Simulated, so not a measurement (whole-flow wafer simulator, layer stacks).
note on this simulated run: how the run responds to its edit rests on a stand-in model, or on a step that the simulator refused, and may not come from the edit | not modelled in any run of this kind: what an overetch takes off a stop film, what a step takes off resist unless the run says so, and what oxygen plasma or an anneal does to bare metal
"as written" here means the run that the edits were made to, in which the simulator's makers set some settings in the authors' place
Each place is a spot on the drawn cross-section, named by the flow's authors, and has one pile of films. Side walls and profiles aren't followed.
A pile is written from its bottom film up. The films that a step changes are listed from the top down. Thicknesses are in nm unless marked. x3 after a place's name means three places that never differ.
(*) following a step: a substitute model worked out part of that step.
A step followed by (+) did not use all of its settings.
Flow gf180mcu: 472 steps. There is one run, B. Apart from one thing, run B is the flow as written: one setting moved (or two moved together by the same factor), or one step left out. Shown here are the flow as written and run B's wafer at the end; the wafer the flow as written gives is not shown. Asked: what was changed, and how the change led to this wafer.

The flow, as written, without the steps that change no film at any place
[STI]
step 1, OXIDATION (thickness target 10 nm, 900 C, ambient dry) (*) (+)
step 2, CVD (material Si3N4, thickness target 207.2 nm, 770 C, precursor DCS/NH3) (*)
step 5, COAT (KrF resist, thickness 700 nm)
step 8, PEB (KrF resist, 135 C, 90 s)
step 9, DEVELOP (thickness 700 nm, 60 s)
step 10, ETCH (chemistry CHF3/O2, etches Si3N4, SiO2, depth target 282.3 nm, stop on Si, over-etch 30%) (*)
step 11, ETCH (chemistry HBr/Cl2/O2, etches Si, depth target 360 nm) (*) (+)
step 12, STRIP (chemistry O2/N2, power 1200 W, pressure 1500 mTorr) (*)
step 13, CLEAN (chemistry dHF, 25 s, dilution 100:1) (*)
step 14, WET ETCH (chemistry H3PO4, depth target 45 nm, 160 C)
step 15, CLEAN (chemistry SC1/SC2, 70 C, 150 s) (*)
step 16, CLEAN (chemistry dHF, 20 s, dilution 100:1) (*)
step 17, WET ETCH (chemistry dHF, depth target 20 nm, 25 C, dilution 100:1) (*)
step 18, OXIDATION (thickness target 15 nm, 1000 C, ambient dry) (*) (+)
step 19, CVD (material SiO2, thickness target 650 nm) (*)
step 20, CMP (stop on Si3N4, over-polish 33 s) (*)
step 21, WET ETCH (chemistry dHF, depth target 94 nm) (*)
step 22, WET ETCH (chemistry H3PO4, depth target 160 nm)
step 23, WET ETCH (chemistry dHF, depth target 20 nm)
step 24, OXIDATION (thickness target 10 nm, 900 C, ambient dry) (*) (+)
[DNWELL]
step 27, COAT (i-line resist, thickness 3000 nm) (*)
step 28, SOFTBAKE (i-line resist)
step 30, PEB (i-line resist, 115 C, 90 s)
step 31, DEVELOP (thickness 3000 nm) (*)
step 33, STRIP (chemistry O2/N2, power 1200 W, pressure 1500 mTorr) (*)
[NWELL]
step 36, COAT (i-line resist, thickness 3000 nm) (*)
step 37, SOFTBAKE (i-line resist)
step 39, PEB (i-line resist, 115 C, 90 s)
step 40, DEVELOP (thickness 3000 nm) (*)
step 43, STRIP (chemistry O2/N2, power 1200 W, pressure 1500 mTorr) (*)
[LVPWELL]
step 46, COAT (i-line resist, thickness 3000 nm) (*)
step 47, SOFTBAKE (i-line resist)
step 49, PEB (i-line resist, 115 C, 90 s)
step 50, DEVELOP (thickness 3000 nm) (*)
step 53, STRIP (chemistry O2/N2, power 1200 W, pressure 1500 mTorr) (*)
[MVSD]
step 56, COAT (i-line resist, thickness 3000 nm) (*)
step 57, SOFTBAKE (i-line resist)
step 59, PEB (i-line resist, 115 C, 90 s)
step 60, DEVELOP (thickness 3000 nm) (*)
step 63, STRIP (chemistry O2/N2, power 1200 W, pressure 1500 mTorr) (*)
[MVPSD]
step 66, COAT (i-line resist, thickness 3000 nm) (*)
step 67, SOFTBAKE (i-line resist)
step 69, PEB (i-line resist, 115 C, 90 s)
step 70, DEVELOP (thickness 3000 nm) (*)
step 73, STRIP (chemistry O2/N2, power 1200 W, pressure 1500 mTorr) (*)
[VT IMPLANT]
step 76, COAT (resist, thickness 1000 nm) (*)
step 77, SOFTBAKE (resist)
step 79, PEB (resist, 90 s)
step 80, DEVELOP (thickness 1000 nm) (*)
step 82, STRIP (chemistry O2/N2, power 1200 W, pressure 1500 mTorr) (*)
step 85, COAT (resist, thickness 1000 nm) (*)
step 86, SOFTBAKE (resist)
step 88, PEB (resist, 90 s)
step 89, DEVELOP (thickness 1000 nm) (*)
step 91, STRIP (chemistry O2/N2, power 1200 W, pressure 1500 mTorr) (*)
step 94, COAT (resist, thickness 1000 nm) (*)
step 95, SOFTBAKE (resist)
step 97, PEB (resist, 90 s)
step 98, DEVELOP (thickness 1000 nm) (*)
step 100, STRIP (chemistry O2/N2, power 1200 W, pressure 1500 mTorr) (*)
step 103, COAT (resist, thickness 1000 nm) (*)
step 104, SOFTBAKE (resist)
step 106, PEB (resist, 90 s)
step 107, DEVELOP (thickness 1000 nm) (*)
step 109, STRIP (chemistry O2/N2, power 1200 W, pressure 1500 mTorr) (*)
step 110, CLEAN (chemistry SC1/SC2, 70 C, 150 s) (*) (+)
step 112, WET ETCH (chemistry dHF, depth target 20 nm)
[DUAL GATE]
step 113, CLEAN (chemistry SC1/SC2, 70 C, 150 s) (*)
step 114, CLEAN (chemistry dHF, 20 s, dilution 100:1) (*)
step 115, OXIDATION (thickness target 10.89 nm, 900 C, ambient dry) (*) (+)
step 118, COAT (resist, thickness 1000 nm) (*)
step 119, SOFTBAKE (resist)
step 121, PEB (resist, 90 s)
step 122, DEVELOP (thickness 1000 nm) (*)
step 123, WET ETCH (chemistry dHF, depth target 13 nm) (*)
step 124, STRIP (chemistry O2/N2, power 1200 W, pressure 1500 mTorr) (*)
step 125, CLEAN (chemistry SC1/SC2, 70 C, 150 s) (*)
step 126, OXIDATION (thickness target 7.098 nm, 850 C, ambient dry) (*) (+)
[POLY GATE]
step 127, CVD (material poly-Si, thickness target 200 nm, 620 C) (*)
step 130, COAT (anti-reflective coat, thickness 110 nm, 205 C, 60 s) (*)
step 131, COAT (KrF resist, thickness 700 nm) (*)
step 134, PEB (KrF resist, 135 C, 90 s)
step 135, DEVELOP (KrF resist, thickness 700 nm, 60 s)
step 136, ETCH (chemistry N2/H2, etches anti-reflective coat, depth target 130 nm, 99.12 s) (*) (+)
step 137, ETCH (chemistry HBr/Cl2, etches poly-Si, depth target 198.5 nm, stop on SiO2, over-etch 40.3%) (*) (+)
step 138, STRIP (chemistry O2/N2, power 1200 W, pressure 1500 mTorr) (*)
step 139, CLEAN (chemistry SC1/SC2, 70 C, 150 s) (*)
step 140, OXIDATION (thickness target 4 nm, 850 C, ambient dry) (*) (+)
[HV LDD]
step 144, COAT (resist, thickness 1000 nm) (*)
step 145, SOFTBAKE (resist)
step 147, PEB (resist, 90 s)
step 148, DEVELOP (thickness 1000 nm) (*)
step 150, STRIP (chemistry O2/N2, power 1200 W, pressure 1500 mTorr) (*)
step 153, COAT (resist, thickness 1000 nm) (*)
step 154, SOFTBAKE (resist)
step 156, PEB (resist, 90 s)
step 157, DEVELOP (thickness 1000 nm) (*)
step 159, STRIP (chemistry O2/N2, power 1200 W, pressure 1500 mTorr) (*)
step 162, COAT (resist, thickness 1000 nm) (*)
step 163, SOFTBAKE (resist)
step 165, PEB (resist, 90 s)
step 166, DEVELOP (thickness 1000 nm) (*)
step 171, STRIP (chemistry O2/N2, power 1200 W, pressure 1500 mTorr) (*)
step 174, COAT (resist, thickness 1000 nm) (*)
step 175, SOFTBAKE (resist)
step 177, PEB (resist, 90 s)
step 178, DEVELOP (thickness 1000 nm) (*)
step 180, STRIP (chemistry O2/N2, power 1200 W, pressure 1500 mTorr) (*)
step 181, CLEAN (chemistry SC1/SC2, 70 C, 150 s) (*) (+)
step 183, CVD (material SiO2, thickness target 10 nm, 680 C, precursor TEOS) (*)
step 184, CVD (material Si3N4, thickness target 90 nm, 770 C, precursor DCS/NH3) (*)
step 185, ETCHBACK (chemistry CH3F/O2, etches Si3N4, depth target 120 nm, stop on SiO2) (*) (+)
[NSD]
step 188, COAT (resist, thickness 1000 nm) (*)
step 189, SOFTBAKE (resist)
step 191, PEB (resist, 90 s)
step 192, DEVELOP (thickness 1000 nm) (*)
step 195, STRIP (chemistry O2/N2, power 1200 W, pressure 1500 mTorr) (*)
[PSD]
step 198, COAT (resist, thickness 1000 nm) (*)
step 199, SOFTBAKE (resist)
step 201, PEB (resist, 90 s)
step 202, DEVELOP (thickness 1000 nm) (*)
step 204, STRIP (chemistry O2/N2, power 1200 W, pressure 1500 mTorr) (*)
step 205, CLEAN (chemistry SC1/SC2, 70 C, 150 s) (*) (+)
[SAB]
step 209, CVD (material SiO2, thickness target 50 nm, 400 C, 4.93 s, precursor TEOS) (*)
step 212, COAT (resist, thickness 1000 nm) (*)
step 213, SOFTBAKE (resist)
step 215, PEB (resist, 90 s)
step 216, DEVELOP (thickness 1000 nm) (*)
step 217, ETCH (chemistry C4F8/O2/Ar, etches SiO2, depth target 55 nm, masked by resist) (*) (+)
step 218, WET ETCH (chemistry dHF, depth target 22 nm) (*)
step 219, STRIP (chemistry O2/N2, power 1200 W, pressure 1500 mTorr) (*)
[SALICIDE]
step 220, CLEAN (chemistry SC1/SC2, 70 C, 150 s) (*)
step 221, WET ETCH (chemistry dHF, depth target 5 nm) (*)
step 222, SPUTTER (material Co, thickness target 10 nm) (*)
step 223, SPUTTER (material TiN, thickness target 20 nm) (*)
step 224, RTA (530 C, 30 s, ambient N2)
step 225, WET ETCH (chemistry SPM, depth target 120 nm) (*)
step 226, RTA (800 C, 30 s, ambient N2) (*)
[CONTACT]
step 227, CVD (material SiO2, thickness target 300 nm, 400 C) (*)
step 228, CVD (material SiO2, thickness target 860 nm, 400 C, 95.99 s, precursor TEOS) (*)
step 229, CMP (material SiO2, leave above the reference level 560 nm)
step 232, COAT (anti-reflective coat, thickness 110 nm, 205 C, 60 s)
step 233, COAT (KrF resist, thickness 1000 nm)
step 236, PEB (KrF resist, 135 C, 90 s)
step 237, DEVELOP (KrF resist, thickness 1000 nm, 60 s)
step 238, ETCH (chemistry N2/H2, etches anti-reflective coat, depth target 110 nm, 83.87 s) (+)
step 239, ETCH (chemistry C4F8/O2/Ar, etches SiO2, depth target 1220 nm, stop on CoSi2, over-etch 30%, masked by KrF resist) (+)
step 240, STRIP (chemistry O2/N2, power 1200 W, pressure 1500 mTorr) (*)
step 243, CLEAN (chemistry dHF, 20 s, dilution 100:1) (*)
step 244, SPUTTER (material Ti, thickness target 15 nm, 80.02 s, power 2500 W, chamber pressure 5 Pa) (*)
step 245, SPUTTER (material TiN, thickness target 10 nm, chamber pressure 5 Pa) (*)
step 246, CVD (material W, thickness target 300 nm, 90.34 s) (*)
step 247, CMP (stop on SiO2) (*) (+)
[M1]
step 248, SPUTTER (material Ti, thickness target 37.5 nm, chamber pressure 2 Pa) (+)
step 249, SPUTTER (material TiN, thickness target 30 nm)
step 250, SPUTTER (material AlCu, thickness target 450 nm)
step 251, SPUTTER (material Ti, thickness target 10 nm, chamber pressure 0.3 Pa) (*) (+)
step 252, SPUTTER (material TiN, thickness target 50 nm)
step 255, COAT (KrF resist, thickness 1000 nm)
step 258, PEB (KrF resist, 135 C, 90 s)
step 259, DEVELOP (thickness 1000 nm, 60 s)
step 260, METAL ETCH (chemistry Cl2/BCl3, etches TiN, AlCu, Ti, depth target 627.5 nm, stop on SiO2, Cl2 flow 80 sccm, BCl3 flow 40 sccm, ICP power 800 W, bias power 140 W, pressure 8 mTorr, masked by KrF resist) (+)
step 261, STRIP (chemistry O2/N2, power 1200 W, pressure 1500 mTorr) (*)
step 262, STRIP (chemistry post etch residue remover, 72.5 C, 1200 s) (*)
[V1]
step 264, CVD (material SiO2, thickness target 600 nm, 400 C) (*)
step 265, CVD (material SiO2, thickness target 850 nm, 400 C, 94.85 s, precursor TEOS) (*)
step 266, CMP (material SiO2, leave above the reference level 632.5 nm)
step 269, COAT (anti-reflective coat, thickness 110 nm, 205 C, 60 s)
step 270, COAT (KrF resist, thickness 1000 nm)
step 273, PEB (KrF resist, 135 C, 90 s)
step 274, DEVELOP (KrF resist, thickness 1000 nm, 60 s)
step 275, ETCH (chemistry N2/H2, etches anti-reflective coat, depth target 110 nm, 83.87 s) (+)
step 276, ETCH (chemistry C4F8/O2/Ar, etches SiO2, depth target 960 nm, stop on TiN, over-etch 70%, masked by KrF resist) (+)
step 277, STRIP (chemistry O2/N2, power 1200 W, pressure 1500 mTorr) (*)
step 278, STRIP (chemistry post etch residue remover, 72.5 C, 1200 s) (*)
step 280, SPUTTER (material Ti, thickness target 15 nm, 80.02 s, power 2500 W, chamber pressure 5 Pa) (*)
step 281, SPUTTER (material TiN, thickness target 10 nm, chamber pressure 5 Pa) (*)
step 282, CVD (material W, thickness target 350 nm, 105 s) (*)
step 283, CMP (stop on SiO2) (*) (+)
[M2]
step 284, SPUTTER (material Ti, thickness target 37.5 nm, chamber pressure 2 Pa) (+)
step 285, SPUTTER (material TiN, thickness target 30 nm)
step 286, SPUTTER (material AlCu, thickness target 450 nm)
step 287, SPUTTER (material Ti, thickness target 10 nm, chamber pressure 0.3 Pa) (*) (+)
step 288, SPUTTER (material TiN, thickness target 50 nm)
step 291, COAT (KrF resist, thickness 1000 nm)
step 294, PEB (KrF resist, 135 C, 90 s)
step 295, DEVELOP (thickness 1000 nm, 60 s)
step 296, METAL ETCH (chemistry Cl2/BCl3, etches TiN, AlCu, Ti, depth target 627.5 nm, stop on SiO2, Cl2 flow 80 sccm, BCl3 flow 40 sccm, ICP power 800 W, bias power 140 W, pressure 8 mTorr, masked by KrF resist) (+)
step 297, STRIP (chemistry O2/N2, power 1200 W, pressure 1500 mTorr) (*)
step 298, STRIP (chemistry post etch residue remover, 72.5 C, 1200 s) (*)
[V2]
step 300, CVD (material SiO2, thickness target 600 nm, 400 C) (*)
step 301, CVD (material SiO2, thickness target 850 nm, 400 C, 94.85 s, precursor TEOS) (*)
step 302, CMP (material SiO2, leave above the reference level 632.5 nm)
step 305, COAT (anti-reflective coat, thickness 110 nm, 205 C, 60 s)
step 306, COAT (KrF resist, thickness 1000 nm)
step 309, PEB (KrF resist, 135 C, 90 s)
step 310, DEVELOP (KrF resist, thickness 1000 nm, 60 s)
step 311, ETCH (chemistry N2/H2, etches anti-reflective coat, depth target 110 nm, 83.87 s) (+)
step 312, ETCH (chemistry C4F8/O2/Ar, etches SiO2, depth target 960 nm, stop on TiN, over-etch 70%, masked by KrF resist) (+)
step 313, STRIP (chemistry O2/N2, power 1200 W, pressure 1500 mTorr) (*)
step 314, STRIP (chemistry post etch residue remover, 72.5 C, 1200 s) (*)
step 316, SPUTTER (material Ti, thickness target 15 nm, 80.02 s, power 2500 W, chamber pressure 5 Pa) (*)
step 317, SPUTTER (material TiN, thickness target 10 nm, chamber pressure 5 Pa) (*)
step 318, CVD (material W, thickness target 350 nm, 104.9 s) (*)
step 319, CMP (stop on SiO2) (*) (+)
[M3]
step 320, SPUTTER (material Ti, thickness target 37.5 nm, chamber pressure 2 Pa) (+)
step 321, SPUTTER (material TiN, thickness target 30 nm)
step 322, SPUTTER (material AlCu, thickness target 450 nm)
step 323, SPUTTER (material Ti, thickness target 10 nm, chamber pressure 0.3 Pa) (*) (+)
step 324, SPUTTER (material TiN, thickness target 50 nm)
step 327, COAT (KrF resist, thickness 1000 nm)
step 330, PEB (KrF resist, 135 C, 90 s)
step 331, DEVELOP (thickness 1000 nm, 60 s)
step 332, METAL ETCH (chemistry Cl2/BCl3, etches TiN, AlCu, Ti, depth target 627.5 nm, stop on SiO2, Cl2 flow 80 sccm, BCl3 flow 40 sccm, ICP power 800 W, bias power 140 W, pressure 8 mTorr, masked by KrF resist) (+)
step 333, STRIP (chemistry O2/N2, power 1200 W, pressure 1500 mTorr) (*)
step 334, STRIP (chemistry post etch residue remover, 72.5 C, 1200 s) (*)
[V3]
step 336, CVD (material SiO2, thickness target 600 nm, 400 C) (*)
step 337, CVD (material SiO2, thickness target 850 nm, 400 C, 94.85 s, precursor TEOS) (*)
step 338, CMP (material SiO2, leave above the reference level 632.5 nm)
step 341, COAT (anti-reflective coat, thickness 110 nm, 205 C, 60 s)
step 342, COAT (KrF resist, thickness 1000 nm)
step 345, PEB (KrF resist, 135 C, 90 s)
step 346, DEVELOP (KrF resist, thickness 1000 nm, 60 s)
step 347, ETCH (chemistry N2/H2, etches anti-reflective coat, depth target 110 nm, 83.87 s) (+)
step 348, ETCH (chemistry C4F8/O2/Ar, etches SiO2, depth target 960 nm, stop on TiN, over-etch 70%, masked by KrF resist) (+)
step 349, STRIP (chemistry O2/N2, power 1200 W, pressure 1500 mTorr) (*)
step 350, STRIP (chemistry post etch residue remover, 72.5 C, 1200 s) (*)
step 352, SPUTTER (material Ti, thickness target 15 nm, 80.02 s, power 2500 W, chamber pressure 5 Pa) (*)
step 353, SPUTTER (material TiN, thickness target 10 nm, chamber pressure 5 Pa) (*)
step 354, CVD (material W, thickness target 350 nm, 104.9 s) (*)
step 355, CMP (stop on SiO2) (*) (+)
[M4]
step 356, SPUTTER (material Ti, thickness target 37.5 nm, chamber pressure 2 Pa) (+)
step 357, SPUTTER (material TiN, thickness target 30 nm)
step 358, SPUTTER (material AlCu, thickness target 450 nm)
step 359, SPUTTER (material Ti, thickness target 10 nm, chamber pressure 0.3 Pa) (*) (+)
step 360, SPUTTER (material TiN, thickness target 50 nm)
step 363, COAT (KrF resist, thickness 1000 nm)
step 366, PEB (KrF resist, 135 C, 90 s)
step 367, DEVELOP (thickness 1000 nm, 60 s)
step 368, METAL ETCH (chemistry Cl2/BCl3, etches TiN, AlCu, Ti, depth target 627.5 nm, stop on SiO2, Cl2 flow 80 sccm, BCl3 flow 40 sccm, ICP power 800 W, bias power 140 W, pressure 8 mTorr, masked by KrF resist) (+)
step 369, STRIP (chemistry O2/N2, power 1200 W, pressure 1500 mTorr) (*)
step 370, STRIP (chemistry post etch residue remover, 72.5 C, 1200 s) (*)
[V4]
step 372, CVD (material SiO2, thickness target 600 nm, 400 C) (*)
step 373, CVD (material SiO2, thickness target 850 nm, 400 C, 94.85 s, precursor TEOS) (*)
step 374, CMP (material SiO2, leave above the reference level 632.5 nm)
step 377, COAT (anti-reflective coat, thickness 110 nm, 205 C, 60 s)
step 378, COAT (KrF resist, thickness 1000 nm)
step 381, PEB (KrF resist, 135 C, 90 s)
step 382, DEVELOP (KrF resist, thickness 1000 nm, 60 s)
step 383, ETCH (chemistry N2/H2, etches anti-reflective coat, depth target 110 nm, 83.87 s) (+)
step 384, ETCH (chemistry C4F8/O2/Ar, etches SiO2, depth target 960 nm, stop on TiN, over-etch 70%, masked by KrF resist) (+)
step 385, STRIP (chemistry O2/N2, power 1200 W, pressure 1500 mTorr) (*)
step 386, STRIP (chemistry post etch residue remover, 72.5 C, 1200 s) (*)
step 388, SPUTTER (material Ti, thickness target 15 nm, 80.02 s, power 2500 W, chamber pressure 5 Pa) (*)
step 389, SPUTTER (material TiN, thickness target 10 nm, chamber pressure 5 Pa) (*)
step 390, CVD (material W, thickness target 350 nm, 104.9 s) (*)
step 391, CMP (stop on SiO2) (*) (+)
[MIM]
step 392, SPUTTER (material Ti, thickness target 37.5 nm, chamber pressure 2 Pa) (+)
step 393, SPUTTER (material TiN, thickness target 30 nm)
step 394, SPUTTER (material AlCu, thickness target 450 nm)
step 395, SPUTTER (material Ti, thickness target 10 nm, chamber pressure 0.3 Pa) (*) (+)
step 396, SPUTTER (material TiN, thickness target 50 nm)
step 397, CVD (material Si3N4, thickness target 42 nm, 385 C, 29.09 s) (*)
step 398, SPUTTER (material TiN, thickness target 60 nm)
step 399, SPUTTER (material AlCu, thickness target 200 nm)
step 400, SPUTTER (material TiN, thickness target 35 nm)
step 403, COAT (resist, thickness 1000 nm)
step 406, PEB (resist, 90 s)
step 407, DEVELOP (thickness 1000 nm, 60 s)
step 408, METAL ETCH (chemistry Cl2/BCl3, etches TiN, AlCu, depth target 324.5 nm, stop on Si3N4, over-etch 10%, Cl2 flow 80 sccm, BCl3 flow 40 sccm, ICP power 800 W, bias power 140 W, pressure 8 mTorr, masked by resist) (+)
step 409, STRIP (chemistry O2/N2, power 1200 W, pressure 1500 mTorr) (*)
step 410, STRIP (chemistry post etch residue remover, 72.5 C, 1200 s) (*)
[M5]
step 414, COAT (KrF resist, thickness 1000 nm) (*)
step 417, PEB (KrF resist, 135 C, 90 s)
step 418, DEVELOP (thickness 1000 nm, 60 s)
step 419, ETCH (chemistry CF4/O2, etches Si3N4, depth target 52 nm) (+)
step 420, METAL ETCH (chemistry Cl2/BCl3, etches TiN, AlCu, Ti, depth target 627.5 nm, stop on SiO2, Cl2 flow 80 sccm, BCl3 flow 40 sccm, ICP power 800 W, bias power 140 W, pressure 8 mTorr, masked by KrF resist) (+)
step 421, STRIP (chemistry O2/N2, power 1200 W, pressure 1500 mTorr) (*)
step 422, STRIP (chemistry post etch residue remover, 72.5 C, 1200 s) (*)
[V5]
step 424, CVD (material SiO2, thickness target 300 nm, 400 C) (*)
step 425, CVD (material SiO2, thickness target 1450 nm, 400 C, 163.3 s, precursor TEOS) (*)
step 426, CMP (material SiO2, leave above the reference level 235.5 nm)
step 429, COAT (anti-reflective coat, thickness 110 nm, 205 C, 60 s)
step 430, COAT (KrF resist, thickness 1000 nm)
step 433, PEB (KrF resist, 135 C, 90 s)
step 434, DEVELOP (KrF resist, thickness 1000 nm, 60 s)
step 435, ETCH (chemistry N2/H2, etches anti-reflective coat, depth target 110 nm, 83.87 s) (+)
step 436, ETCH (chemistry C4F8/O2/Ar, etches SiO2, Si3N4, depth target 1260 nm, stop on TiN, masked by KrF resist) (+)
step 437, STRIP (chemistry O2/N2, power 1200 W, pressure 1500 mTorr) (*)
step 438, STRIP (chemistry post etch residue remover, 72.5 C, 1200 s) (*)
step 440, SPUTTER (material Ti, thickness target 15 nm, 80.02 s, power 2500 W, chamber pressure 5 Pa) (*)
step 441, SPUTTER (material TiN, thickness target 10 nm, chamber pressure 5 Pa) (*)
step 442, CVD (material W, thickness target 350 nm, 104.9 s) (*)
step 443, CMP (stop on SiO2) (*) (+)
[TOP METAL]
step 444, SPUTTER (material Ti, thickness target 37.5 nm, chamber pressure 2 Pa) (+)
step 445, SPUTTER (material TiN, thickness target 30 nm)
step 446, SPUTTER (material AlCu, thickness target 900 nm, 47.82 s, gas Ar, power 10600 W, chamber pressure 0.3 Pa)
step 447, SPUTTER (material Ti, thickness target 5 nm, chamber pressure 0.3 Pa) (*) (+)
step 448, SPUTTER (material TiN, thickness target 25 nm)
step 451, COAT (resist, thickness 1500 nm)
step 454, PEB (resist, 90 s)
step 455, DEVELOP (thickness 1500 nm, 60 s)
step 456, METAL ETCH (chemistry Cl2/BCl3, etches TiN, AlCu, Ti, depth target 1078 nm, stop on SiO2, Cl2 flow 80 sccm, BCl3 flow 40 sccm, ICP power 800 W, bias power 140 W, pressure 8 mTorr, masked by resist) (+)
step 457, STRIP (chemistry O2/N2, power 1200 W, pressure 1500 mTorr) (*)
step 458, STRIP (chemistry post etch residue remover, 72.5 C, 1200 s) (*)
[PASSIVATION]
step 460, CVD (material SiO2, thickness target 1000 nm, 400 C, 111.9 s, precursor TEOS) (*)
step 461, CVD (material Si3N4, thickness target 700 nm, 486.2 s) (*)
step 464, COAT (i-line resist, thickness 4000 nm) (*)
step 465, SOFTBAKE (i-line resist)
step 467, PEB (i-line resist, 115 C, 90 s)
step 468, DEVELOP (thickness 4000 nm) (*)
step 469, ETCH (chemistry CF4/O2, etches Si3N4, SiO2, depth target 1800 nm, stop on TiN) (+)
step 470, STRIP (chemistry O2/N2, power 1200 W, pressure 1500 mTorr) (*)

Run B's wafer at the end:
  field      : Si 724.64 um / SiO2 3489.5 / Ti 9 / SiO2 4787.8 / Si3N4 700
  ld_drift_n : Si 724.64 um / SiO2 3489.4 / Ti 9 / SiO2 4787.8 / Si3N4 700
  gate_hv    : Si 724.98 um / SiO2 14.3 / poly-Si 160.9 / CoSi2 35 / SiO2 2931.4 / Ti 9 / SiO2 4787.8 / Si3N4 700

The reason: step 322, SPUTTER: thickness target 509 nm was run, whereas the flow has thickness target 450 nm.

Step by step, how the change led to this:
  step 322, SPUTTER (material AlCu, thickness target 450 nm)
      field, field__w1, field__w2 and 108 more: +509 AlCu (new film) (it would be, as written: +450 AlCu (new film))
  step 332, METAL ETCH (chemistry Cl2/BCl3, etches TiN, AlCu, Ti, depth target 627.5 nm, stop on SiO2, Cl2 flow 80 sccm, BCl3 flow 40 sccm, ICP power 800 W, bias power 140 W, pressure 8 mTorr, masked by KrF resist) (+)
      field, field__w1, field__w2 and 103 more: -50 TiN (all of it), -10 Ti (all of it), -509 AlCu (all of it), -30 TiN (all of it), -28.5 Ti (it would be, as written: -50 TiN (all of it), -10 Ti (all of it), -450 AlCu (all of it), -30 TiN (all of it), -37.5 Ti (all of it))
  step 336, CVD (material SiO2, thickness target 600 nm, 400 C) (*)
      field, field__w1, field__w2 and 103 more: +600 SiO2 (new film) (it would be, as written: +600 SiO2)
  step 338, CMP (material SiO2, leave above the reference level 632.5 nm)
      field, field__w1, field__w2 and 103 more: -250 SiO2 (it would be, as written: -300 SiO2)
If metal films that touch count as one body, field has 1 body; the flow as written gives 0 bodies.
If metal films that touch count as one body, ld_drift_n has 1 body; the flow as written gives 0 bodies.
If metal films that touch count as one body, gate_hv has 2 bodies (between them, from the top down: SiO2 2931.4); the flow as written gives 1 body.
